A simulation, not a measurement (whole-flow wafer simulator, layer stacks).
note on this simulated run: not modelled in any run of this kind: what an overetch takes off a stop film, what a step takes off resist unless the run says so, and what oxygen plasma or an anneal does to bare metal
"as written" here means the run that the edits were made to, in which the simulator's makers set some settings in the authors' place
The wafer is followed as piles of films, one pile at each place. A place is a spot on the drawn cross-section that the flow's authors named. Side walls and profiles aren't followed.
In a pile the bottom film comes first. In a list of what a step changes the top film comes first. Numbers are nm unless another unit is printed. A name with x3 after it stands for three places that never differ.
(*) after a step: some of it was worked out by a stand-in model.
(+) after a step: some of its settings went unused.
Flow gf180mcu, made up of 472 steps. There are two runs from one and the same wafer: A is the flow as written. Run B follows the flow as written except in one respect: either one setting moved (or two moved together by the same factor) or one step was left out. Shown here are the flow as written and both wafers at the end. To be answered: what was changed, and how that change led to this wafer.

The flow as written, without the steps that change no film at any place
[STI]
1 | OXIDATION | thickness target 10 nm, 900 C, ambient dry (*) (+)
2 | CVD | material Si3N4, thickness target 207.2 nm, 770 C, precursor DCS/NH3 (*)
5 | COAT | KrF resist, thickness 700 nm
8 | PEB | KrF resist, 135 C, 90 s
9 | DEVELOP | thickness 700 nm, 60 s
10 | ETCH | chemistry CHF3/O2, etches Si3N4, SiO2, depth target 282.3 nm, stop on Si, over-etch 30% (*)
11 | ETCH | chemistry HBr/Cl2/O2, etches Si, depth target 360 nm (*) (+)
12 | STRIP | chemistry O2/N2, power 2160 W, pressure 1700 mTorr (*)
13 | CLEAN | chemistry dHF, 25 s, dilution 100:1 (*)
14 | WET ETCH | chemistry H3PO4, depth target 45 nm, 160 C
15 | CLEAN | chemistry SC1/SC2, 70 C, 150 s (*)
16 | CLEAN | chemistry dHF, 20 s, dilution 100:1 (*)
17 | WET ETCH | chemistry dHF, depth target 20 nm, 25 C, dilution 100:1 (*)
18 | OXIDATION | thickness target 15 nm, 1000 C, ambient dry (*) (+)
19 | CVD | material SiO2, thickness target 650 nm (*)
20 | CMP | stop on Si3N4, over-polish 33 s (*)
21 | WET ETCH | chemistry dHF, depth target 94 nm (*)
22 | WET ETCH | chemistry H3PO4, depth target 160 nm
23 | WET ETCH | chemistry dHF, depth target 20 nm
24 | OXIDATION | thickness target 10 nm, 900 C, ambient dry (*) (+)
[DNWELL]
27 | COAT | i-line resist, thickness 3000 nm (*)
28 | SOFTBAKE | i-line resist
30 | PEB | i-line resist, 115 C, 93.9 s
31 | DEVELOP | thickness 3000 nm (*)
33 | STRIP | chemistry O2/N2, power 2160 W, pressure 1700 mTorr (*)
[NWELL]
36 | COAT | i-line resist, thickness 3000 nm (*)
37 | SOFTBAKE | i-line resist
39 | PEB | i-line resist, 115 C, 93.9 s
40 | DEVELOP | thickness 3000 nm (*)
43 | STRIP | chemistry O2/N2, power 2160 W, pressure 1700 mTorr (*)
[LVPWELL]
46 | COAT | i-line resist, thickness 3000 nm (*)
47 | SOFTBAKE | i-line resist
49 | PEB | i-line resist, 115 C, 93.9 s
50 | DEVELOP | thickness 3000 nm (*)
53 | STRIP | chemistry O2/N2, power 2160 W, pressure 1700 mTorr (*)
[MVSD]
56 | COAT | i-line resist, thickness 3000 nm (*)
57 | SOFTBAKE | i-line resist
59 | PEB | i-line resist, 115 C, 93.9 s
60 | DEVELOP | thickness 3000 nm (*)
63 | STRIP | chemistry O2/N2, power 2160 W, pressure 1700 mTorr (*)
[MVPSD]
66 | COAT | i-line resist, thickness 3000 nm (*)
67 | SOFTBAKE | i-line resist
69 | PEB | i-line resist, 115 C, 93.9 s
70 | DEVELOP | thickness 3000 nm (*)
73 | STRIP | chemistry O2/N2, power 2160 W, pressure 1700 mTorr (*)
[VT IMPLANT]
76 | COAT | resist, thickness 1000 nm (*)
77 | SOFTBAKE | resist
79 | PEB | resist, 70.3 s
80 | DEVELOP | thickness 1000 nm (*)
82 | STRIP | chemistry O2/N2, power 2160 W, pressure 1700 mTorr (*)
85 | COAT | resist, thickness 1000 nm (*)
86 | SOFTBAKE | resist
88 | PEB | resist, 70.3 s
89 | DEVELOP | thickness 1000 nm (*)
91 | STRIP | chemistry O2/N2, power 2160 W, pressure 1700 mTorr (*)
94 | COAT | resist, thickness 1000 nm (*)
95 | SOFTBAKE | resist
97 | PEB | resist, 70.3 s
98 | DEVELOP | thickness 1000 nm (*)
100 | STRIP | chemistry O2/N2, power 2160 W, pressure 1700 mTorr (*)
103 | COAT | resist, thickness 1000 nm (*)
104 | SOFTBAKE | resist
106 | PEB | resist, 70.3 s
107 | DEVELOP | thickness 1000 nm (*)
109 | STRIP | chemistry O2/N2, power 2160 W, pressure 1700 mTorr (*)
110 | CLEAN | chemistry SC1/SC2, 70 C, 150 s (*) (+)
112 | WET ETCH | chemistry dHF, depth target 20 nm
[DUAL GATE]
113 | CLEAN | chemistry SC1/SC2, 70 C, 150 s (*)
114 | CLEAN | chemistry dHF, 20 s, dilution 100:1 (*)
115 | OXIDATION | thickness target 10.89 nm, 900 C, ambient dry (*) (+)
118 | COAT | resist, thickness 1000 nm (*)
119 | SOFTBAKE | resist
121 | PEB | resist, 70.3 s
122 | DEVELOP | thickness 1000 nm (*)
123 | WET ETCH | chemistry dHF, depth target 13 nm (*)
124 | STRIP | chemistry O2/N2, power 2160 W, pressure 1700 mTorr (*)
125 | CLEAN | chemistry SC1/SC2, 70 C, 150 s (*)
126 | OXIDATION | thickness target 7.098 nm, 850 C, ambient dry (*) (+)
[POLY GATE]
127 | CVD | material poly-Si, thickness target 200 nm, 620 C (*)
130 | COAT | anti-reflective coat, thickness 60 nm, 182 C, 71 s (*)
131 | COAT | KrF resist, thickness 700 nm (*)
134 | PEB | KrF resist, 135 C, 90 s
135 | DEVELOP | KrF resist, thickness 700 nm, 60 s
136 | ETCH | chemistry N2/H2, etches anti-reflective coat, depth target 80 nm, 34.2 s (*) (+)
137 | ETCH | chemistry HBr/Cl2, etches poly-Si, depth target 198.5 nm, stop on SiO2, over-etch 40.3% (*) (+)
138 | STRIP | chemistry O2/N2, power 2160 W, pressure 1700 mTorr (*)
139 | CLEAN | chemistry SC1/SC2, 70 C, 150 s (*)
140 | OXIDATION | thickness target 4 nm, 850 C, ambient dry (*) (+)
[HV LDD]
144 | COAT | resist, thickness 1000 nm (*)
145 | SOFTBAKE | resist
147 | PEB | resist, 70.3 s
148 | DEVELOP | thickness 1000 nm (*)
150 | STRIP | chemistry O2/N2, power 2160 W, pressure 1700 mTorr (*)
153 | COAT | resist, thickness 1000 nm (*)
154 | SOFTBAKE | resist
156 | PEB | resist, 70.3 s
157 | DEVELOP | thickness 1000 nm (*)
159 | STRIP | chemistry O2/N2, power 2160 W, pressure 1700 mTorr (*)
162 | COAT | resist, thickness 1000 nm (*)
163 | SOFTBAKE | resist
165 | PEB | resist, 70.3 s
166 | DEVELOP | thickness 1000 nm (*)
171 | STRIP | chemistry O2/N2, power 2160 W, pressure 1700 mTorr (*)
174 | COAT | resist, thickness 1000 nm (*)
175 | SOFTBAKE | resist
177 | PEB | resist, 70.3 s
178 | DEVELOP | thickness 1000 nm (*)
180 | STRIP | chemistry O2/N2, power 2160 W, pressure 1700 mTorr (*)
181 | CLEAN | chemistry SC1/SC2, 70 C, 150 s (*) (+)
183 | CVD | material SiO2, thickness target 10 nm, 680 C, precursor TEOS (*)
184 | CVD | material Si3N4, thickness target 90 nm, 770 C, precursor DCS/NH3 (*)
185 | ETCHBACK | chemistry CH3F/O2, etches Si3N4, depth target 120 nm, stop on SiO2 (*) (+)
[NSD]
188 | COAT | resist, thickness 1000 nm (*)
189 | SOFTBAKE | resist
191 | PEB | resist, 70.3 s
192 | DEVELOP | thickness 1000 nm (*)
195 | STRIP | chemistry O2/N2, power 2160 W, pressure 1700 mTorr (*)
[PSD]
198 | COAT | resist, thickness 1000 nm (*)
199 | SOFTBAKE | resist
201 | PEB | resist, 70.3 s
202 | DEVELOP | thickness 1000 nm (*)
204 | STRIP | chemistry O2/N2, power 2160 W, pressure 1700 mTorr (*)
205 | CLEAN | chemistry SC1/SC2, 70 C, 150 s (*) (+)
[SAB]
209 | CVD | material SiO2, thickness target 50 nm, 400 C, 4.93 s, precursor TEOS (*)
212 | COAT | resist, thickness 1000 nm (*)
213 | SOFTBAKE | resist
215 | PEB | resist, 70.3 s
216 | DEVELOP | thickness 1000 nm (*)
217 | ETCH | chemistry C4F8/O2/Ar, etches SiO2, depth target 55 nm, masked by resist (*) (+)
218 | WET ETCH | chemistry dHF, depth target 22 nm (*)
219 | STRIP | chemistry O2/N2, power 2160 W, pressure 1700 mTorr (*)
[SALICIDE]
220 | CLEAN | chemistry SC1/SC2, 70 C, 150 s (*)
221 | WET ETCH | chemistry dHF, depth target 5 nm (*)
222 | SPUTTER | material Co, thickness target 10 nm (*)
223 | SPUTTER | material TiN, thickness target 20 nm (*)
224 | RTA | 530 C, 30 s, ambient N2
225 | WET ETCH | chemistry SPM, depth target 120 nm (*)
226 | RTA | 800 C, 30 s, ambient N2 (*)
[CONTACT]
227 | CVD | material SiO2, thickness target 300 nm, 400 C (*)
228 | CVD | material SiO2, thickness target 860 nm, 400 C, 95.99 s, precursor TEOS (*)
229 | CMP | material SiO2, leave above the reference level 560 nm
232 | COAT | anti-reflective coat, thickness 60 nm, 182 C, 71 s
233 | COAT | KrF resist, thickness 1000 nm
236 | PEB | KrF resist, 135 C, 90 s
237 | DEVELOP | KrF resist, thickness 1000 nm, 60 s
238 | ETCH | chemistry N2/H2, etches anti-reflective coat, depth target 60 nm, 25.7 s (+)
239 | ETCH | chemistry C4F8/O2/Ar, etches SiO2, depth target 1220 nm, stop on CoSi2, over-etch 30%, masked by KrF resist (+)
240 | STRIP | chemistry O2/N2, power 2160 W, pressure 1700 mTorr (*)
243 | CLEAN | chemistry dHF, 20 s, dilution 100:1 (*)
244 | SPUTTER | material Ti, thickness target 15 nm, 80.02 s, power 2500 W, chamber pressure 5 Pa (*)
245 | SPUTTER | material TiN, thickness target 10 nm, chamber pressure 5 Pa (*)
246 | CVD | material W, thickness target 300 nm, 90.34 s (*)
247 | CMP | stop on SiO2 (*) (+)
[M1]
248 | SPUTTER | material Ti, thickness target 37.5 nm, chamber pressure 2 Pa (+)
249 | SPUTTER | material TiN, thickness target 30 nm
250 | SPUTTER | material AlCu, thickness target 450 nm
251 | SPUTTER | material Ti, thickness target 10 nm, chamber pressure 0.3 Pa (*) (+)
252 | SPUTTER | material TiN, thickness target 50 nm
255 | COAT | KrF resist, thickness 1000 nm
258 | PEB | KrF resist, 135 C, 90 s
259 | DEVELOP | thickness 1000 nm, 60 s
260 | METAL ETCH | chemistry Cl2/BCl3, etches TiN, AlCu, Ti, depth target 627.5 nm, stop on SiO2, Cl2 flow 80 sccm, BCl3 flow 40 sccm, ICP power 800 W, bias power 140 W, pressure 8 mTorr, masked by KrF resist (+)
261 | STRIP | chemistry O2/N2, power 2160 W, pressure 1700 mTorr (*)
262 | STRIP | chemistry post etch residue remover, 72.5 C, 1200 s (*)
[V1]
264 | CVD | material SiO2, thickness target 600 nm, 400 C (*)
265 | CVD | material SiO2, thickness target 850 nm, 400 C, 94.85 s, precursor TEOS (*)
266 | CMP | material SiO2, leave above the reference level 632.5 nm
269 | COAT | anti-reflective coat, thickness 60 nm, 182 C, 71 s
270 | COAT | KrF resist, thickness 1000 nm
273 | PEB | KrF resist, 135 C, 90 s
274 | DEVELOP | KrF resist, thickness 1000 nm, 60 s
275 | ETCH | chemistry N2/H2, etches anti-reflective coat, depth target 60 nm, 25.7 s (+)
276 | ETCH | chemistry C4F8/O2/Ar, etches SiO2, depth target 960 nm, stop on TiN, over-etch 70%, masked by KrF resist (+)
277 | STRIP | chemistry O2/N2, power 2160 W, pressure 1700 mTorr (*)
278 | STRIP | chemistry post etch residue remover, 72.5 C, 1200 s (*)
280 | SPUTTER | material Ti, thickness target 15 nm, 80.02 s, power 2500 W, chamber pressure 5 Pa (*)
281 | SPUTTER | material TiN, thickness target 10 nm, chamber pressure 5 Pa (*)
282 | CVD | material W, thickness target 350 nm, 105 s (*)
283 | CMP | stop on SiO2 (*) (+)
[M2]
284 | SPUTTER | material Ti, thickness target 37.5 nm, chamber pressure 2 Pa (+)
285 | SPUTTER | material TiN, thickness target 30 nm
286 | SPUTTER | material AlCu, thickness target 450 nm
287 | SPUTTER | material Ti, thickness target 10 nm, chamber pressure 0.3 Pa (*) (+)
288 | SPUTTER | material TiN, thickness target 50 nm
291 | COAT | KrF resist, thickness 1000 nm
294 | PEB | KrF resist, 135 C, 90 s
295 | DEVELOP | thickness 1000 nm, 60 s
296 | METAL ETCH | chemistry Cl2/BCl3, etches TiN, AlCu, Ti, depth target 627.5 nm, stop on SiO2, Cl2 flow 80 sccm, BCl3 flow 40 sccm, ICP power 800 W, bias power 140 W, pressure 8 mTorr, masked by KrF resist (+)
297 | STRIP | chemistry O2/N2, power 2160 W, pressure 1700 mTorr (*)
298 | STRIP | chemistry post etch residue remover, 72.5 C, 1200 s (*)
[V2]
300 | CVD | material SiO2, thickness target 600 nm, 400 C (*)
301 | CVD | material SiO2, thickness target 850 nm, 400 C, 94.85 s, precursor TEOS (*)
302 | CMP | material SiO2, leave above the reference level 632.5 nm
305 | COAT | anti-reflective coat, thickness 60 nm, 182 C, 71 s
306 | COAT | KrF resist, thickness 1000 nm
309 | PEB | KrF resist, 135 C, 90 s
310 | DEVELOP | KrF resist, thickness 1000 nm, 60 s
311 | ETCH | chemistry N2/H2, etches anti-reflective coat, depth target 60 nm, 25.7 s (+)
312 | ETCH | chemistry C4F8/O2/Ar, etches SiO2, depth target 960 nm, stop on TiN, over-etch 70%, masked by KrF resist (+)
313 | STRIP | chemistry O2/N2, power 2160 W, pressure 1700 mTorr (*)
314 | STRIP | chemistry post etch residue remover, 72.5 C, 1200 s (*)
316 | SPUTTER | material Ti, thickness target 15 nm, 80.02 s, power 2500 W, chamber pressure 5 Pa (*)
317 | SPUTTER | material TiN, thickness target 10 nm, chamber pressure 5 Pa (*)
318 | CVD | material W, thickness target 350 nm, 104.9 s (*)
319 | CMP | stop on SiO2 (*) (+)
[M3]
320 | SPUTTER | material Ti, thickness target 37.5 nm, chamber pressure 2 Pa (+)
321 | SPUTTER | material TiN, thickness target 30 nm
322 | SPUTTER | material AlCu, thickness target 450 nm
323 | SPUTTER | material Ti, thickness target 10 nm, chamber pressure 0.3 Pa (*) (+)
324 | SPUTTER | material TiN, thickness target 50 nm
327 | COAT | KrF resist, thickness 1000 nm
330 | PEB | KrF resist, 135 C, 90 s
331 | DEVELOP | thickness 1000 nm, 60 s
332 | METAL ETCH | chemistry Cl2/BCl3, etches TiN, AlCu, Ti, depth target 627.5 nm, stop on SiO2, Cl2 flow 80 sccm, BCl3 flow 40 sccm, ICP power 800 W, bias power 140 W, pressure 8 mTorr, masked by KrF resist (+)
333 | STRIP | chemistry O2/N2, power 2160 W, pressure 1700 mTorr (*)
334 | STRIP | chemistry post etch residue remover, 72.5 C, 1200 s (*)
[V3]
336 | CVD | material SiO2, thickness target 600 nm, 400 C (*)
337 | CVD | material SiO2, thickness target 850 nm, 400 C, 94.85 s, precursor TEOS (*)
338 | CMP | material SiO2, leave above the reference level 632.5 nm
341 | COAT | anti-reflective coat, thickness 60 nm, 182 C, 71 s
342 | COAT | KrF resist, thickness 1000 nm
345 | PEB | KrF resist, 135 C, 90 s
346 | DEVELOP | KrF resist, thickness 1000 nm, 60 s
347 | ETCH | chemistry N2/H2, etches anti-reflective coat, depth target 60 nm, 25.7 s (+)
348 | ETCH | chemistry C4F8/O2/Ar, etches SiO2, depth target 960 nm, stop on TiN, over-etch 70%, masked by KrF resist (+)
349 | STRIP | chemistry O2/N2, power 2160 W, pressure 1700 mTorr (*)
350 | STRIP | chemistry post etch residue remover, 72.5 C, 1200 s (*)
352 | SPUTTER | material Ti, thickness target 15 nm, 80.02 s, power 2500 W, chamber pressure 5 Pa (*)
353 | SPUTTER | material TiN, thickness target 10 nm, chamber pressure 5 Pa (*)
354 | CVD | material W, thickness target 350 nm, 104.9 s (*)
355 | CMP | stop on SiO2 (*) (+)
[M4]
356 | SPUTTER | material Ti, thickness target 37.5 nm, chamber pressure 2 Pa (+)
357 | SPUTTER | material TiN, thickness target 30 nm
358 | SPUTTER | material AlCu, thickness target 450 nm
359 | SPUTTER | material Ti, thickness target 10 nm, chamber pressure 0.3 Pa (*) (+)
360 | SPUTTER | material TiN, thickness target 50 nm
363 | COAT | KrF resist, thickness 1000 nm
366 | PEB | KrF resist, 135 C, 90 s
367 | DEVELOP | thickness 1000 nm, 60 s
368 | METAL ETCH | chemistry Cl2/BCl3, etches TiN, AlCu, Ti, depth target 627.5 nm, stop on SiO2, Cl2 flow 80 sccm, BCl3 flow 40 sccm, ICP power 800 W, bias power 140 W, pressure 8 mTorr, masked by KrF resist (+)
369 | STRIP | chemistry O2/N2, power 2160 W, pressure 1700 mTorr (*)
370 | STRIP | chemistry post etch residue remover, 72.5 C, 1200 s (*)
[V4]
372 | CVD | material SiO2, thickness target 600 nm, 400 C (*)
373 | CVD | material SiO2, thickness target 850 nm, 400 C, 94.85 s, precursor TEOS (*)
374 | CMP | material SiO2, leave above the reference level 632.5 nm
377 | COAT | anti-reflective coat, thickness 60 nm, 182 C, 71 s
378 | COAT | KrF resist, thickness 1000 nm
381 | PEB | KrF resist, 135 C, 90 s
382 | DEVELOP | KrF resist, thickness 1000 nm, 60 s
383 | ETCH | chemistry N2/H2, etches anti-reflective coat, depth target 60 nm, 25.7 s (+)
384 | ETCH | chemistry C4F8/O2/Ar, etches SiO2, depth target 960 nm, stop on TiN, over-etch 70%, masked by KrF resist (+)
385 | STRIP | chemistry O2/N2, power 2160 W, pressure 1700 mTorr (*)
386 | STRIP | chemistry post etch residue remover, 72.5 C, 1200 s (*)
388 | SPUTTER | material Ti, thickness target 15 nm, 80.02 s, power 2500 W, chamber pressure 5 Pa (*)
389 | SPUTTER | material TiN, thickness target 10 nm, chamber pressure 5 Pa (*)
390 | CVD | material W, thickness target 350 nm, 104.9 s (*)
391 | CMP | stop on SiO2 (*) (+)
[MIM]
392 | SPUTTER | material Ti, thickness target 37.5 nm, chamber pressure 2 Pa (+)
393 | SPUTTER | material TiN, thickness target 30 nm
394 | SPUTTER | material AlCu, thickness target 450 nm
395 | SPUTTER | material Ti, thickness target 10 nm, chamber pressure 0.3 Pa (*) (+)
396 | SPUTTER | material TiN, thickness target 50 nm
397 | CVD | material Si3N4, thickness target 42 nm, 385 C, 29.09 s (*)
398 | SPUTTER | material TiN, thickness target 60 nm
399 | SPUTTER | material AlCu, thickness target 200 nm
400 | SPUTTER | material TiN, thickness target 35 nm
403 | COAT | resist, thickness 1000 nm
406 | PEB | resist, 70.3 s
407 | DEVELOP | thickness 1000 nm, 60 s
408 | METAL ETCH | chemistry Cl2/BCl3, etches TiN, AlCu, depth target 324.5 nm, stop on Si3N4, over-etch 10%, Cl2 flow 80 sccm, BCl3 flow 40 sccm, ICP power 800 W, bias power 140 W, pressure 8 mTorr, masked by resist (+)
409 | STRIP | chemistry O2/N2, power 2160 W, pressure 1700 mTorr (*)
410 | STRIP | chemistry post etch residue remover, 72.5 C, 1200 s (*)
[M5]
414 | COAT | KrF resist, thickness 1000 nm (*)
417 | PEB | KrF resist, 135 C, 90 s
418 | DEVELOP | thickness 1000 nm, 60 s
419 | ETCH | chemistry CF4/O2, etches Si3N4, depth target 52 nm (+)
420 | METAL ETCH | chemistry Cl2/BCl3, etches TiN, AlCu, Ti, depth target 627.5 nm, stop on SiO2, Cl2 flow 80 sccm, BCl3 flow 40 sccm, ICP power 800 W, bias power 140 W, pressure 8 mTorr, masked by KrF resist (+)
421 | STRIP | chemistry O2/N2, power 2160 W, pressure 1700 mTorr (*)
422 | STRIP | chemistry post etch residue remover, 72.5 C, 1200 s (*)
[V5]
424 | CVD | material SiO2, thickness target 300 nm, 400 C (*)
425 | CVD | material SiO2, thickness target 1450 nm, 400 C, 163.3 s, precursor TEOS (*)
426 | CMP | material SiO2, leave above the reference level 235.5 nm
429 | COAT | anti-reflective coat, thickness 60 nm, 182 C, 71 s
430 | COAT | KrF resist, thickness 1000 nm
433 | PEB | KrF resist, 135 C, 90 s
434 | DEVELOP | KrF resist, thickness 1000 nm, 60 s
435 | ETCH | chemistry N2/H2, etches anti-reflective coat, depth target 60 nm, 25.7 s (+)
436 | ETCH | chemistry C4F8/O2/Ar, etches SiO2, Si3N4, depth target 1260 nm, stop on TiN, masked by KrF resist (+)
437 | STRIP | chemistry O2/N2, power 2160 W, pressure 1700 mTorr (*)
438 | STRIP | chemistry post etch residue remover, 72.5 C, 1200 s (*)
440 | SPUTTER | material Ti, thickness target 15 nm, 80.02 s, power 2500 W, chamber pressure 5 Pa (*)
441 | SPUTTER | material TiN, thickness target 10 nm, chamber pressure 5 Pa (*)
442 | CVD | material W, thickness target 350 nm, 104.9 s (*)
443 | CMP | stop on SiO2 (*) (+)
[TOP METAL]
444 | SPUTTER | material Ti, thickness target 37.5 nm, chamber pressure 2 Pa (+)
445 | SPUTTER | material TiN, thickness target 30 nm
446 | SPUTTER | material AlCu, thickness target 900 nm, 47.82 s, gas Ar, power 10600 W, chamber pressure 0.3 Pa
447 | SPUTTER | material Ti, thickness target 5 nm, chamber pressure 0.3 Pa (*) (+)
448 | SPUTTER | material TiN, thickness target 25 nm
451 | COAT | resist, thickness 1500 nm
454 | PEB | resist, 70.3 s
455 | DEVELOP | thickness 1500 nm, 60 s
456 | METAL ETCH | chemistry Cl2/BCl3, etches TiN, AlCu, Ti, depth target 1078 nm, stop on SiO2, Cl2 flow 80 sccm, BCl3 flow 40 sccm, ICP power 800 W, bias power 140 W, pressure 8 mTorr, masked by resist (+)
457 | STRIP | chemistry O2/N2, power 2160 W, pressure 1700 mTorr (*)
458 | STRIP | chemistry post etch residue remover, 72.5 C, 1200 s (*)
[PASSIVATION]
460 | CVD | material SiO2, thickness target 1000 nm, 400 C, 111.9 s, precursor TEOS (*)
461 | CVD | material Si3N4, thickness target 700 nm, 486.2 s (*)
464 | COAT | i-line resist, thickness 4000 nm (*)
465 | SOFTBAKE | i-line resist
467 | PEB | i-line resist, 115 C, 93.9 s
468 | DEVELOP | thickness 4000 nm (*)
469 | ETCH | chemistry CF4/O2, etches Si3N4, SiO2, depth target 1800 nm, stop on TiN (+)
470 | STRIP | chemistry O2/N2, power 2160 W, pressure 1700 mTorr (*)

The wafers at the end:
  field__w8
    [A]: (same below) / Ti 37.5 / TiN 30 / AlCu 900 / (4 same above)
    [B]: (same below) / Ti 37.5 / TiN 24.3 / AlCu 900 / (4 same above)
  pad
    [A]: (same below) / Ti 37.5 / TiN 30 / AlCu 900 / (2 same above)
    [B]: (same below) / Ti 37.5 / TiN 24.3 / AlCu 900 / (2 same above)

Cause: step 445, SPUTTER: thickness target 24.3 nm was run, whereas the flow has thickness target 30 nm.
One can read it off the wafer: field__w8 has TiN 24.3, and step 445 as written asks for 30 nm.

Step by step, how the change led to this:
  445 | SPUTTER | material TiN, thickness target 30 nm
      field, field__w1, field__w2 and 109 more: A +30 TiN (new film) | B +24.3 TiN (new film)
  456 | METAL ETCH | chemistry Cl2/BCl3, etches TiN, AlCu, Ti, depth target 1078 nm, stop on SiO2, Cl2 flow 80 sccm, BCl3 flow 40 sccm, ICP power 800 W, bias power 140 W, pressure 8 mTorr, masked by resist (+)
      field, field__w1, field__w2 and 103 more: A -25 TiN (all of it), -5 Ti (all of it), -900 AlCu (all of it), -30 TiN (all of it), -37.5 Ti (all of it) | B -25 TiN (all of it), -5 Ti (all of it), -900 AlCu (all of it), -24.3 TiN (all of it), -37.5 Ti (all of it)
